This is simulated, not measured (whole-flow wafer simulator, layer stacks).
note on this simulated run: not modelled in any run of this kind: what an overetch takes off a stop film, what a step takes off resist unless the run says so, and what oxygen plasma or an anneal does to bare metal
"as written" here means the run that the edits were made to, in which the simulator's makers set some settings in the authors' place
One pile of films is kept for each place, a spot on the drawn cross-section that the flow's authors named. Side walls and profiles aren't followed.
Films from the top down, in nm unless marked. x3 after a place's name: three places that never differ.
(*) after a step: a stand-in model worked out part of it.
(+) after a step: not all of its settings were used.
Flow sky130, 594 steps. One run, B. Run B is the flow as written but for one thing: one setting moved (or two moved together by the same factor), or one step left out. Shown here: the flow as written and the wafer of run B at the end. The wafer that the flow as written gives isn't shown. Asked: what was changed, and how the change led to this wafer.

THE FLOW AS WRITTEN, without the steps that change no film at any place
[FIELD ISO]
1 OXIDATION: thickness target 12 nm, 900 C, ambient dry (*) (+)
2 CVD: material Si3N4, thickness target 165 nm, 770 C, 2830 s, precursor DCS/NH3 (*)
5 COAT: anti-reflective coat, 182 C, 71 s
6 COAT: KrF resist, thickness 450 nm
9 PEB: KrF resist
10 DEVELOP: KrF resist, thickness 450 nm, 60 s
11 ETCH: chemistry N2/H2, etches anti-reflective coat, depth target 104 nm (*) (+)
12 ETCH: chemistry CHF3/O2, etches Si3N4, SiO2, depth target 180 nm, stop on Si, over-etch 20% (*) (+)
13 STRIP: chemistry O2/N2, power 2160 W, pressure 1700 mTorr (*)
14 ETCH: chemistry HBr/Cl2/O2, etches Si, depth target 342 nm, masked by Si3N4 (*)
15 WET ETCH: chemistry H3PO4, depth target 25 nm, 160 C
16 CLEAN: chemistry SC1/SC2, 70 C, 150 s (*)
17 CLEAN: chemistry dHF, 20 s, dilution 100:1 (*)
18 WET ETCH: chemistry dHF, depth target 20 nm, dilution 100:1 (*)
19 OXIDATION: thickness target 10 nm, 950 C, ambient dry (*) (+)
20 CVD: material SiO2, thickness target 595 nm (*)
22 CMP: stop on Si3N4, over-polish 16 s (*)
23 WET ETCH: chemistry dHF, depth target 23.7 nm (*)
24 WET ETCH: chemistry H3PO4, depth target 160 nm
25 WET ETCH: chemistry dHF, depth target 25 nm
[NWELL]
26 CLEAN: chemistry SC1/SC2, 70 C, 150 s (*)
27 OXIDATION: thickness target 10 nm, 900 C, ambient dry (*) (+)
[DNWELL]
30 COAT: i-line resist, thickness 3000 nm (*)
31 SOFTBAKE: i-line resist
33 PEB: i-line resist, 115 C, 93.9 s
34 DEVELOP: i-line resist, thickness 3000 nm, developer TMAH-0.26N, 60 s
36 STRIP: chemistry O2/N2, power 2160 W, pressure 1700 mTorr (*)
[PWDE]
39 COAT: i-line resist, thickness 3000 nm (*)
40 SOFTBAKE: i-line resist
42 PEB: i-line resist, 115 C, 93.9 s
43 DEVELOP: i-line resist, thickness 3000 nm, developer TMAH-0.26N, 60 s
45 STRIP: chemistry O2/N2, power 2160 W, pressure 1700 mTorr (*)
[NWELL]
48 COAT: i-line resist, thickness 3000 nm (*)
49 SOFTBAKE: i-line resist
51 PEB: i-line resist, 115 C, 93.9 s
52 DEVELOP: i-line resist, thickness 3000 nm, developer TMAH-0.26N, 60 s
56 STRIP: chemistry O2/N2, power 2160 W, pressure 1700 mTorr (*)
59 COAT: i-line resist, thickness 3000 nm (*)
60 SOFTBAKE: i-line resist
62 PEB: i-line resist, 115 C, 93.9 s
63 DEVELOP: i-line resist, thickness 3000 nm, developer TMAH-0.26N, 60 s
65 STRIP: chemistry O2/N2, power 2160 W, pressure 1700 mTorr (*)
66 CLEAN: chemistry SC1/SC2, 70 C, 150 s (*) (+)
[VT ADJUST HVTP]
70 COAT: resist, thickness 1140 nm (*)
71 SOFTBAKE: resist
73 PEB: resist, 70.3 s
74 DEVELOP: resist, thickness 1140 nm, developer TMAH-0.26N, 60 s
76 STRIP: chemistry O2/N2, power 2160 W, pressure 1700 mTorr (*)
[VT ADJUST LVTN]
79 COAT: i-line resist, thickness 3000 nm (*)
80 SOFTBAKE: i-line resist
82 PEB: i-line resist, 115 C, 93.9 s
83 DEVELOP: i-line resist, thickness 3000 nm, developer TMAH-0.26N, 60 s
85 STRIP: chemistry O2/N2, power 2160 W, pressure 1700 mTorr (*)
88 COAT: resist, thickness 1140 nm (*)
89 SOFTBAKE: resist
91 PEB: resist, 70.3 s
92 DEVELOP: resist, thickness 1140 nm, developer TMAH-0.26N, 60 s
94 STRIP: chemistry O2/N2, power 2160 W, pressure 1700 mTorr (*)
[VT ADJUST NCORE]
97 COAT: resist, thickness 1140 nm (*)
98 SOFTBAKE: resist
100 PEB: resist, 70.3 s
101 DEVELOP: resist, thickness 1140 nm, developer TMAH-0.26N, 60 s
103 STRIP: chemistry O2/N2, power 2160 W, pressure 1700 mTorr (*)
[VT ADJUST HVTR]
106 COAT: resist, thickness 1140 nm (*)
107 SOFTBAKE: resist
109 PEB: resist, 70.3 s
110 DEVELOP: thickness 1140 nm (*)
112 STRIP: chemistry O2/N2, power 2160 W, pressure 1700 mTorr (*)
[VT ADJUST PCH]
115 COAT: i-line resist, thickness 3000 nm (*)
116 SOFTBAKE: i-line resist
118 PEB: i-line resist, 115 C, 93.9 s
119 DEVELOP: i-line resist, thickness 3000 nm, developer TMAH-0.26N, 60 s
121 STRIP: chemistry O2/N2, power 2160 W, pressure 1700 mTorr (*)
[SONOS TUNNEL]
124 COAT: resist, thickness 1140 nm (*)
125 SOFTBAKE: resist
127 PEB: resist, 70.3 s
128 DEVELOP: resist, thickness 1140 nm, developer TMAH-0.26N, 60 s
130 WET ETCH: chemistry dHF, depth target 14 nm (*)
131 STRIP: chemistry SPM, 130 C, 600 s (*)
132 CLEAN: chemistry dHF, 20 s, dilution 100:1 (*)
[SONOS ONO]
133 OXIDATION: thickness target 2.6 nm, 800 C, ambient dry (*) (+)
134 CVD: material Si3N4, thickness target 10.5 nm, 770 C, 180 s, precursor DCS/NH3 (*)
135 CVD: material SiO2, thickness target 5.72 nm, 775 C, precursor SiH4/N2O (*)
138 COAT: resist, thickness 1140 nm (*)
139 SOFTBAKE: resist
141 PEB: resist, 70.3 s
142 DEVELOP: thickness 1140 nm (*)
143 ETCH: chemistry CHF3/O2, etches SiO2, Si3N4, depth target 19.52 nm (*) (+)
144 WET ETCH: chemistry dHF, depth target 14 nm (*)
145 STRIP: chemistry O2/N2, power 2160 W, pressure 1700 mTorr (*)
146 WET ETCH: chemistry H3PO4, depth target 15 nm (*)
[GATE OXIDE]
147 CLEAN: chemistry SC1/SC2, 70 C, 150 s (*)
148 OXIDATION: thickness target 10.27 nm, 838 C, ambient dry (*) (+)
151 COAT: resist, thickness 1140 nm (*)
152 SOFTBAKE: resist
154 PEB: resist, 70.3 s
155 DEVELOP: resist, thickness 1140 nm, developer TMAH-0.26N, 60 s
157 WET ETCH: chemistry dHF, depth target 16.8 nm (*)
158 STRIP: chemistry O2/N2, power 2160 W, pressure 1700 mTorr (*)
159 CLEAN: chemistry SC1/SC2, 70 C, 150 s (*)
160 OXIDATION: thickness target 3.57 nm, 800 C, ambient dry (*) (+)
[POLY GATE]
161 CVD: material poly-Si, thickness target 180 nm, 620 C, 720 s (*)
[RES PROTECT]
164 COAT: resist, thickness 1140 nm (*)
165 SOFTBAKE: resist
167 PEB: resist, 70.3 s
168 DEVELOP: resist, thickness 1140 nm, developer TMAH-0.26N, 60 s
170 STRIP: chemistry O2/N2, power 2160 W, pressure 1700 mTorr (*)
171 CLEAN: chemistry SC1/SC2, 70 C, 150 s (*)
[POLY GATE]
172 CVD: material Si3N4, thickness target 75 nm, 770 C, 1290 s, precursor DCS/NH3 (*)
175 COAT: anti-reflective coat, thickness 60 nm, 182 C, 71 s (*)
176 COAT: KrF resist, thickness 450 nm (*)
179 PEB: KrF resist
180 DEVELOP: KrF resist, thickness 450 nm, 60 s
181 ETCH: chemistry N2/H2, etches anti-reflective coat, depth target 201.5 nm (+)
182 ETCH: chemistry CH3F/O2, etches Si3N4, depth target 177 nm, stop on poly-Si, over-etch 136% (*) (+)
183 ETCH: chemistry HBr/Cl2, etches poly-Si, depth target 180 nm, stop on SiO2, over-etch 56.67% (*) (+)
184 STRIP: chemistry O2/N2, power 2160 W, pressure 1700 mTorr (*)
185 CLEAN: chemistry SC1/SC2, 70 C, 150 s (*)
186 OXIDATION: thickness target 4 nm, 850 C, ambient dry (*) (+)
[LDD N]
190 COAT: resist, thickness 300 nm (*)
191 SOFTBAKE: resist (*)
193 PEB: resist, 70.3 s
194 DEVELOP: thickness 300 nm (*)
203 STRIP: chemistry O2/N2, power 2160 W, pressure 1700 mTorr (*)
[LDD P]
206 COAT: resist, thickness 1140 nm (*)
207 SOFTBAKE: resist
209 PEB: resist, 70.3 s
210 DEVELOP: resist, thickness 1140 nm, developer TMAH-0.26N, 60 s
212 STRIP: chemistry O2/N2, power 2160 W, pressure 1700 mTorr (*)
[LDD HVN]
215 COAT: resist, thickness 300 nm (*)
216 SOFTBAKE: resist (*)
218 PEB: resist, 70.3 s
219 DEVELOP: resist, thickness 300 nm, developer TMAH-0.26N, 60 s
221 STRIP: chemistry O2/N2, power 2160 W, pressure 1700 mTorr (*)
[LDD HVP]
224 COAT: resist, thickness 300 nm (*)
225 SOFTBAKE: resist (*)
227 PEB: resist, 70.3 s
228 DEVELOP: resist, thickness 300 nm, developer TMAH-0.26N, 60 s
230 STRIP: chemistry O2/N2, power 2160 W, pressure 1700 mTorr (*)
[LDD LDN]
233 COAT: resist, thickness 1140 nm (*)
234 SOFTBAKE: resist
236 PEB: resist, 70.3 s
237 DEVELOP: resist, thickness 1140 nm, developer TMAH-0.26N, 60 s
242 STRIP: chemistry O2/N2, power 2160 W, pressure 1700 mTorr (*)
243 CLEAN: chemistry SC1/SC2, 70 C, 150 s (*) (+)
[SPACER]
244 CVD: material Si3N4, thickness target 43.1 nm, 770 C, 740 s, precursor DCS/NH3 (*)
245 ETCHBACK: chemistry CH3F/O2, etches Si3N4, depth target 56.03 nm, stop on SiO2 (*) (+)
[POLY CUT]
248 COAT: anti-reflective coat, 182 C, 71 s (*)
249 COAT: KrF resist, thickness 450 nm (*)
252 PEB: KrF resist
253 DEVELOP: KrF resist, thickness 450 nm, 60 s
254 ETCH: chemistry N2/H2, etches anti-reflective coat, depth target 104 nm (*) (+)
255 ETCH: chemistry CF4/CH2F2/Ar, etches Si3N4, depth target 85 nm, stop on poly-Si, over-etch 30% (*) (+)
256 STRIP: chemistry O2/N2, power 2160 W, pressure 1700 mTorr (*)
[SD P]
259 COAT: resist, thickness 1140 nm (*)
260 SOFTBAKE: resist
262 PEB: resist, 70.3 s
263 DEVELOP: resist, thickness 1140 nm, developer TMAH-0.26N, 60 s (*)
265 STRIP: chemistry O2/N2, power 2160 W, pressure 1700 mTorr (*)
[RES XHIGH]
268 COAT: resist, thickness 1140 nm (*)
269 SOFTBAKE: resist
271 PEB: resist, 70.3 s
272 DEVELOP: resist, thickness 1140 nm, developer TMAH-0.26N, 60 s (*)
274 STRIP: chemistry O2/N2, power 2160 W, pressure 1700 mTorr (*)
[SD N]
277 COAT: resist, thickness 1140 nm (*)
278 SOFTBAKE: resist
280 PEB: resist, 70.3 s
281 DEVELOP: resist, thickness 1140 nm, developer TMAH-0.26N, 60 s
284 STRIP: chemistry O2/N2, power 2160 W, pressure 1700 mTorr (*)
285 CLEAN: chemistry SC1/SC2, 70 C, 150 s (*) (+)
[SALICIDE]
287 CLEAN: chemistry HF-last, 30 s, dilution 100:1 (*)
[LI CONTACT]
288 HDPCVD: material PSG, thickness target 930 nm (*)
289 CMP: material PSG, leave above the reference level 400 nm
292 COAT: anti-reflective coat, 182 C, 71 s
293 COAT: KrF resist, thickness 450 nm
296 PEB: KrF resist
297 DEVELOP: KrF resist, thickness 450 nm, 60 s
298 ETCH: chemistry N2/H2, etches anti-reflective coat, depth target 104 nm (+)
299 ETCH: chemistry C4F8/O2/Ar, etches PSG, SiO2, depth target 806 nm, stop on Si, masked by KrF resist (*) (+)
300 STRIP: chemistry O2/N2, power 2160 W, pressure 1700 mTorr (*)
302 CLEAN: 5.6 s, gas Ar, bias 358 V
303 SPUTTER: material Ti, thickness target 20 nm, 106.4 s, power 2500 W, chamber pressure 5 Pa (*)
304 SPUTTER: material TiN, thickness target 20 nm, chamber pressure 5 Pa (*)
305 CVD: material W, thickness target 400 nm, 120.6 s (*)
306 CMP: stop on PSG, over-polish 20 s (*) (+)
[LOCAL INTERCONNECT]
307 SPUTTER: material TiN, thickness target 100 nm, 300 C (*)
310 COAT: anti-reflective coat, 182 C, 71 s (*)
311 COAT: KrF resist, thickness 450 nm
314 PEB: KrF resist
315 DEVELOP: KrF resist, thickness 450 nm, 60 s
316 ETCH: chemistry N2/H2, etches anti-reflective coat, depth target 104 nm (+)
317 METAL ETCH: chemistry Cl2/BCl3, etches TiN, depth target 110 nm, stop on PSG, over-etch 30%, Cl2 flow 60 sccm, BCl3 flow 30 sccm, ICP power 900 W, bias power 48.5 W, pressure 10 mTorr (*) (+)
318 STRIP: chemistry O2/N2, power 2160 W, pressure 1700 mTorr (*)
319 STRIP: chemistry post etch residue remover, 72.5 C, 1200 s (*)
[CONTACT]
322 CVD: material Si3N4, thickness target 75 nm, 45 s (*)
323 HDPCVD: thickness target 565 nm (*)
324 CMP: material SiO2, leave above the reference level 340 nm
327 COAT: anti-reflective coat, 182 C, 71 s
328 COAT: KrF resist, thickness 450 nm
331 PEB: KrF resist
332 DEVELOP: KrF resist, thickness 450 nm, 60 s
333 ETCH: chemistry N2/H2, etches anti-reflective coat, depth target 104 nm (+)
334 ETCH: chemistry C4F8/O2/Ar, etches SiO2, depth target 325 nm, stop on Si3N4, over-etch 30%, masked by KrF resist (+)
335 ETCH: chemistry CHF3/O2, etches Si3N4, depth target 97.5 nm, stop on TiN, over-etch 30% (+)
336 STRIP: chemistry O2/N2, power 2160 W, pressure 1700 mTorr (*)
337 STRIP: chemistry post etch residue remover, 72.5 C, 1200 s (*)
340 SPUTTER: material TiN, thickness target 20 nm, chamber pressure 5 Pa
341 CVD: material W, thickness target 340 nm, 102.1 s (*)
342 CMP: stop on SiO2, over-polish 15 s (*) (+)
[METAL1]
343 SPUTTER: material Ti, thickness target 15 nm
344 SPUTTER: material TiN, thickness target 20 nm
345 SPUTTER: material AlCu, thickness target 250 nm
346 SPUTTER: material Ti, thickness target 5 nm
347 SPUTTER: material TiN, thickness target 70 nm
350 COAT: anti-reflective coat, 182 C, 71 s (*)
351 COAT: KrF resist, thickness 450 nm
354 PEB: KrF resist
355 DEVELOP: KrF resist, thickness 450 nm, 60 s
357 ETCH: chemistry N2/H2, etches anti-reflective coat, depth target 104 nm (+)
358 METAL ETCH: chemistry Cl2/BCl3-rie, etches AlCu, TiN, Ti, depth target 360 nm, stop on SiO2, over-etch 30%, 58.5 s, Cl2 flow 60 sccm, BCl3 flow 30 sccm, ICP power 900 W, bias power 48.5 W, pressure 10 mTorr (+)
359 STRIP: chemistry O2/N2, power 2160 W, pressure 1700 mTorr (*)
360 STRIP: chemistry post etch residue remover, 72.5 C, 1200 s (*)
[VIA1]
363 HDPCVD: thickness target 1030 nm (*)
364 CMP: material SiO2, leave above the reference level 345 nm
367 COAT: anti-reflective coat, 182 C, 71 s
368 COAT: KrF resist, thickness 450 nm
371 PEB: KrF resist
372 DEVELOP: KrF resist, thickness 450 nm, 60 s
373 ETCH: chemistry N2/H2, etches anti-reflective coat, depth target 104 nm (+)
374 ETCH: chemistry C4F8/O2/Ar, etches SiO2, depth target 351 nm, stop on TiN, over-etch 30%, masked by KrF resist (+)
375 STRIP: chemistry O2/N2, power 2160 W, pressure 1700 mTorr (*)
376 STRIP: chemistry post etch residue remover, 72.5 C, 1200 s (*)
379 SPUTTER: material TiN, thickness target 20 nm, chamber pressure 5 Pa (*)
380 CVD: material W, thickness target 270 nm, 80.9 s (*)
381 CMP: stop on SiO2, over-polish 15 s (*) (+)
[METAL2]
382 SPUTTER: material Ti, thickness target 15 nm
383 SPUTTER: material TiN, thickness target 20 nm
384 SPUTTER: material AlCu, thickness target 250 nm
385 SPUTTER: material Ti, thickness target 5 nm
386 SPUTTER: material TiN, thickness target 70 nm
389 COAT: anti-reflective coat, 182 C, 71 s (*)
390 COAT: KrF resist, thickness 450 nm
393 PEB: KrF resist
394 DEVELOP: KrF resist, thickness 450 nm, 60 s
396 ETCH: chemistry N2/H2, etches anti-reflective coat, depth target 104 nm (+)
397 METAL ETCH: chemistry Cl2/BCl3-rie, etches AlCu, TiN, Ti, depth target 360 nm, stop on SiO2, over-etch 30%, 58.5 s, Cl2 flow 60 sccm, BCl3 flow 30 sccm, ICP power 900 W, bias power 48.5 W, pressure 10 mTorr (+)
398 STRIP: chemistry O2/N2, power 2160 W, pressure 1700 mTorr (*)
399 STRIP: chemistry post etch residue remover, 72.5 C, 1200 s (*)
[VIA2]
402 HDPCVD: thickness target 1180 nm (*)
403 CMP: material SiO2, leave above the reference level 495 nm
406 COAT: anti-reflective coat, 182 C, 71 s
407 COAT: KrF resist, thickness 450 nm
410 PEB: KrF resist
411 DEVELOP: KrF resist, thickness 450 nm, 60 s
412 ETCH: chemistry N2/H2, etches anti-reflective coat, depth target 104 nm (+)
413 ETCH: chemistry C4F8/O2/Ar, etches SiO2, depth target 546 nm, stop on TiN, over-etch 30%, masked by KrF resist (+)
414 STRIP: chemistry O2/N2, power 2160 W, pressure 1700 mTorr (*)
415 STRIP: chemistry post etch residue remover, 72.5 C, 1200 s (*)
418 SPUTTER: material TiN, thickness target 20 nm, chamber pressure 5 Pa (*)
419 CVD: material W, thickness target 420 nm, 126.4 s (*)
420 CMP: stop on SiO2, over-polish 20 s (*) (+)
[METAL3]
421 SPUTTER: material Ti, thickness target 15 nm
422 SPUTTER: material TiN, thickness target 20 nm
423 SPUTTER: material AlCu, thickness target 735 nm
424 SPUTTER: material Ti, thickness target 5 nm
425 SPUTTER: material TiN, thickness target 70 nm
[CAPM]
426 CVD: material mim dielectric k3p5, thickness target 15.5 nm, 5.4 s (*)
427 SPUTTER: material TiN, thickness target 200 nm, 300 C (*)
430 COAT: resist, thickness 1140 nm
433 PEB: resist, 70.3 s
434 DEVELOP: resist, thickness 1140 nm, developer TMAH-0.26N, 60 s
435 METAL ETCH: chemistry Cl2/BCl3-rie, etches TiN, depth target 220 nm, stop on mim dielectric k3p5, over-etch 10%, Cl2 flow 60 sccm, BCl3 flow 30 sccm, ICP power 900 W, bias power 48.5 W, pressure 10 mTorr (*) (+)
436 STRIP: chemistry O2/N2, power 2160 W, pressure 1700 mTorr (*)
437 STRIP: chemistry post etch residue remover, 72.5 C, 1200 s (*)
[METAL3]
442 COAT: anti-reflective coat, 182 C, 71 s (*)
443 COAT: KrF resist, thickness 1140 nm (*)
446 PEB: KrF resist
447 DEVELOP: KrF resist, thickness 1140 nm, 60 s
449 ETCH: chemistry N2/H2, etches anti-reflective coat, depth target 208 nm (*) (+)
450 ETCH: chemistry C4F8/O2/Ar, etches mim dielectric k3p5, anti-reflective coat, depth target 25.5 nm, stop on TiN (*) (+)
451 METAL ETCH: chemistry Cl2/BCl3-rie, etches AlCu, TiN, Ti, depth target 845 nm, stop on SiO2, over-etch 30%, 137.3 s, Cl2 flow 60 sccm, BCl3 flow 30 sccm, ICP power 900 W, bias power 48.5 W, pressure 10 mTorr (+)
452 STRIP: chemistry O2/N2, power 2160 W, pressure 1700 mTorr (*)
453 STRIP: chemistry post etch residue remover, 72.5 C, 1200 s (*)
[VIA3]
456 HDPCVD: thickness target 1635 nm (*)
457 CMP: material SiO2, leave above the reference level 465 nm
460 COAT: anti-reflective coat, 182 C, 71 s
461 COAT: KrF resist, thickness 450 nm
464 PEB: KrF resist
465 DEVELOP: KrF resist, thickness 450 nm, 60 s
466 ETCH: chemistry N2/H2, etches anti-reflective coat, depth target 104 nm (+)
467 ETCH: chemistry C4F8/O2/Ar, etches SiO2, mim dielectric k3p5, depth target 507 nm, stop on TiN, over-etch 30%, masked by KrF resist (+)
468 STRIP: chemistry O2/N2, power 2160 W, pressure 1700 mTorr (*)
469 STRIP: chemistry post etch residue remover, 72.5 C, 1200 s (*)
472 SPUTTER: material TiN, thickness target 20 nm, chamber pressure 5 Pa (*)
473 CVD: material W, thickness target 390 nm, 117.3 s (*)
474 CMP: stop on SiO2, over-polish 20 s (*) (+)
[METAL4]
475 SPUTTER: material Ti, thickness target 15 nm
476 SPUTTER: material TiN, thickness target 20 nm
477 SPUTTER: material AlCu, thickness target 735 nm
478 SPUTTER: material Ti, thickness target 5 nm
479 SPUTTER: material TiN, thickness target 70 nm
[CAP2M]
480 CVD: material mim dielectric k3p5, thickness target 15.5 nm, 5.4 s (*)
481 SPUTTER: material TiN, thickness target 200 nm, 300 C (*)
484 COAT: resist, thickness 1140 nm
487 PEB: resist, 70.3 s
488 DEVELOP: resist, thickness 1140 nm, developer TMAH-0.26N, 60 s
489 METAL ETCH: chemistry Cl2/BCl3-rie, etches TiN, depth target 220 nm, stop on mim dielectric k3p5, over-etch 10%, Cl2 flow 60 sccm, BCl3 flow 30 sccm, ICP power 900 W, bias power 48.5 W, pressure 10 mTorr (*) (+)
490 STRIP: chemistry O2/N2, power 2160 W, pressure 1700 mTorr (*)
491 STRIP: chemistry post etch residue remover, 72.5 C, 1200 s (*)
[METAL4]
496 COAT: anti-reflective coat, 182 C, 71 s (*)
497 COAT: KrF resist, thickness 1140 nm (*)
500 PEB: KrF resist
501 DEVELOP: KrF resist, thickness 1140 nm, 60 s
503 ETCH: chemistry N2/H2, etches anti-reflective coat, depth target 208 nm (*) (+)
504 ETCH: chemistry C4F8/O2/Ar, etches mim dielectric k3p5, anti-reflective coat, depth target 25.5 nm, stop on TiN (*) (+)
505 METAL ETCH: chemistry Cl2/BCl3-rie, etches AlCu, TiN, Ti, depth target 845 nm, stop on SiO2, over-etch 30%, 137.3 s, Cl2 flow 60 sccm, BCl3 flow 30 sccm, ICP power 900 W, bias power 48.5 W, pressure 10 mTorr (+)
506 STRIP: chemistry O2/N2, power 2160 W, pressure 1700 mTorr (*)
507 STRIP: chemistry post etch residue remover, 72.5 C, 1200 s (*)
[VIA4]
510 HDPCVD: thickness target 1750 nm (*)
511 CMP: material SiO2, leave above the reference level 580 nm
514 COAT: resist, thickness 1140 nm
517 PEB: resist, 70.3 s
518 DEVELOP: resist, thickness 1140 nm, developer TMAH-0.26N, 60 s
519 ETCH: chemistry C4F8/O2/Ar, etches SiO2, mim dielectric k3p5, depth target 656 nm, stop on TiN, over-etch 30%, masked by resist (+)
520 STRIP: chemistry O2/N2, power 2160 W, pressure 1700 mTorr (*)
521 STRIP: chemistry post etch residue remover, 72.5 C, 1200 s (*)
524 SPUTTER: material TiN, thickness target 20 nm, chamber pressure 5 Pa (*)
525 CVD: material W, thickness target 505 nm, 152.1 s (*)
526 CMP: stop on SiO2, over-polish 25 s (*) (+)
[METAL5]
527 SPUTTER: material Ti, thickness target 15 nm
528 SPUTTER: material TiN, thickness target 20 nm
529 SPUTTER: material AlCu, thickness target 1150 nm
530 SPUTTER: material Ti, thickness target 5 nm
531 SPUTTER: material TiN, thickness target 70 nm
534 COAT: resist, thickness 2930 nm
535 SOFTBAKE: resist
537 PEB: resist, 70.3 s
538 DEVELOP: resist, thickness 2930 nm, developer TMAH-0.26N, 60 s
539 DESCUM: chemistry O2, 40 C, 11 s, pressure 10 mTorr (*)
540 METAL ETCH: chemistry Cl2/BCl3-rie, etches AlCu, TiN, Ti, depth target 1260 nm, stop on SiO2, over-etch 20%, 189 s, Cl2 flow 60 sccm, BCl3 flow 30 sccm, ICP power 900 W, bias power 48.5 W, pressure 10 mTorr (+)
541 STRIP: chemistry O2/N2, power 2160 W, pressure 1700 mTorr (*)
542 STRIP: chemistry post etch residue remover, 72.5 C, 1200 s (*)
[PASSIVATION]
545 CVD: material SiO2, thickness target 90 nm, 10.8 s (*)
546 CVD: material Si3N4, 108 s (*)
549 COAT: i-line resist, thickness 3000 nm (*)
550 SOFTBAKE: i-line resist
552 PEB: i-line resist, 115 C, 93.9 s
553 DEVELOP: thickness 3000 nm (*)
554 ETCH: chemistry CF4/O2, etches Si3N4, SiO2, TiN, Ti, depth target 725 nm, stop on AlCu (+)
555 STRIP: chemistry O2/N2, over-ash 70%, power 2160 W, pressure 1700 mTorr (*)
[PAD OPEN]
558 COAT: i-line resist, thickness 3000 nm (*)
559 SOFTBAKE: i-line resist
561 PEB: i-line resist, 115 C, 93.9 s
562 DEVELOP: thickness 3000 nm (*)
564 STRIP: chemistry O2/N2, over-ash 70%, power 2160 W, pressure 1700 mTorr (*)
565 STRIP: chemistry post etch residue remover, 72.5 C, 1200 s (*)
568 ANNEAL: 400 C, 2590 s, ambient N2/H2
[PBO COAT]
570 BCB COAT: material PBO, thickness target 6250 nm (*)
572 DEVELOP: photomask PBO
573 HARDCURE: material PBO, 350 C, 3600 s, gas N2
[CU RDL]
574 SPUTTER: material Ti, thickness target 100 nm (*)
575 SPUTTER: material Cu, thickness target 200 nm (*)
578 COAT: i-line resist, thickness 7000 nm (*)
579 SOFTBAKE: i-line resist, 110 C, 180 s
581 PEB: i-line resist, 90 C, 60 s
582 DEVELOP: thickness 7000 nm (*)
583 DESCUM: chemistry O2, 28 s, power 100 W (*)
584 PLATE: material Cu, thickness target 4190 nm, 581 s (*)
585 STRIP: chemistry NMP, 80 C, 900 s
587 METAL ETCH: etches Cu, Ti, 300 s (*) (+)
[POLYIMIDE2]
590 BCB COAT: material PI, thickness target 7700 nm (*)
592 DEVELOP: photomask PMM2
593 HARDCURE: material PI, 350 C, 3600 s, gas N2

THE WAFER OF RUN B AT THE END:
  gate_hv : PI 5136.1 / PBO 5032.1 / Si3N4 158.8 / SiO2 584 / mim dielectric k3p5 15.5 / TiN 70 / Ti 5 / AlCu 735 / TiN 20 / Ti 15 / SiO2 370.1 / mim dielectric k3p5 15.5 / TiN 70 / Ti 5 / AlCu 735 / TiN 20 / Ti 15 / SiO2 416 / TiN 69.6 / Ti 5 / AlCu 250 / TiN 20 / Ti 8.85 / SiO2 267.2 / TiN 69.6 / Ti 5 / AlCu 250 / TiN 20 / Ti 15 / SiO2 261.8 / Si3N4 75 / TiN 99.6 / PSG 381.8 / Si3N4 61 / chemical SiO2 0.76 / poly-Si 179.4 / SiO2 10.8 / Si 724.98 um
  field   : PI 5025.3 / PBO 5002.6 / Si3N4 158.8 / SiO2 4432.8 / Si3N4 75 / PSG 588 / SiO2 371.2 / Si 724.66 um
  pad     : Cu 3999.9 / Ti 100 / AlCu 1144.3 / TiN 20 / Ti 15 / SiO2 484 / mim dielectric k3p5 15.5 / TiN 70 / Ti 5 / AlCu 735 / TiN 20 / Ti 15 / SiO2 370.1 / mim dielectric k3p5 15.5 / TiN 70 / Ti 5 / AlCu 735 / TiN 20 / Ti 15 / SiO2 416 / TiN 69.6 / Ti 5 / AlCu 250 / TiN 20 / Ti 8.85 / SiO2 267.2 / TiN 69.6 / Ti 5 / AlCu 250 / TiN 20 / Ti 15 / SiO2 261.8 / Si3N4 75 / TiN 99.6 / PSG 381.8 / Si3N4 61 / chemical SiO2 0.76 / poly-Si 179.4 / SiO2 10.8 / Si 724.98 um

The cause: step 382, SPUTTER: thickness target 8.85 nm was run, where the flow has thickness target 15 nm.
It can be read off the wafer: gate_hv has Ti 8.85, and step 382 as written asks for 15 nm.

How the change led to this, step by step:
  382 SPUTTER: material Ti, thickness target 15 nm
      field, active, n_well and 188 more: Ti +8.85 (new film) (as written it would be: Ti +15 (new film))
  397 METAL ETCH: chemistry Cl2/BCl3-rie, etches AlCu, TiN, Ti, depth target 360 nm, stop on SiO2, over-etch 30%, 58.5 s, Cl2 flow 60 sccm, BCl3 flow 30 sccm, ICP power 900 W, bias power 48.5 W, pressure 10 mTorr (+)
      field, active, gate and 82 more: TiN -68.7 (all of it), Ti -5 (all of it), AlCu -250 (all of it), TiN -20 (all of it), Ti -8.85 (all of it), SiO2 -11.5 (as written it would be: TiN -68.7 (all of it), Ti -5 (all of it), AlCu -250 (all of it), TiN -20 (all of it), Ti -15 (all of it), SiO2 -10.9)
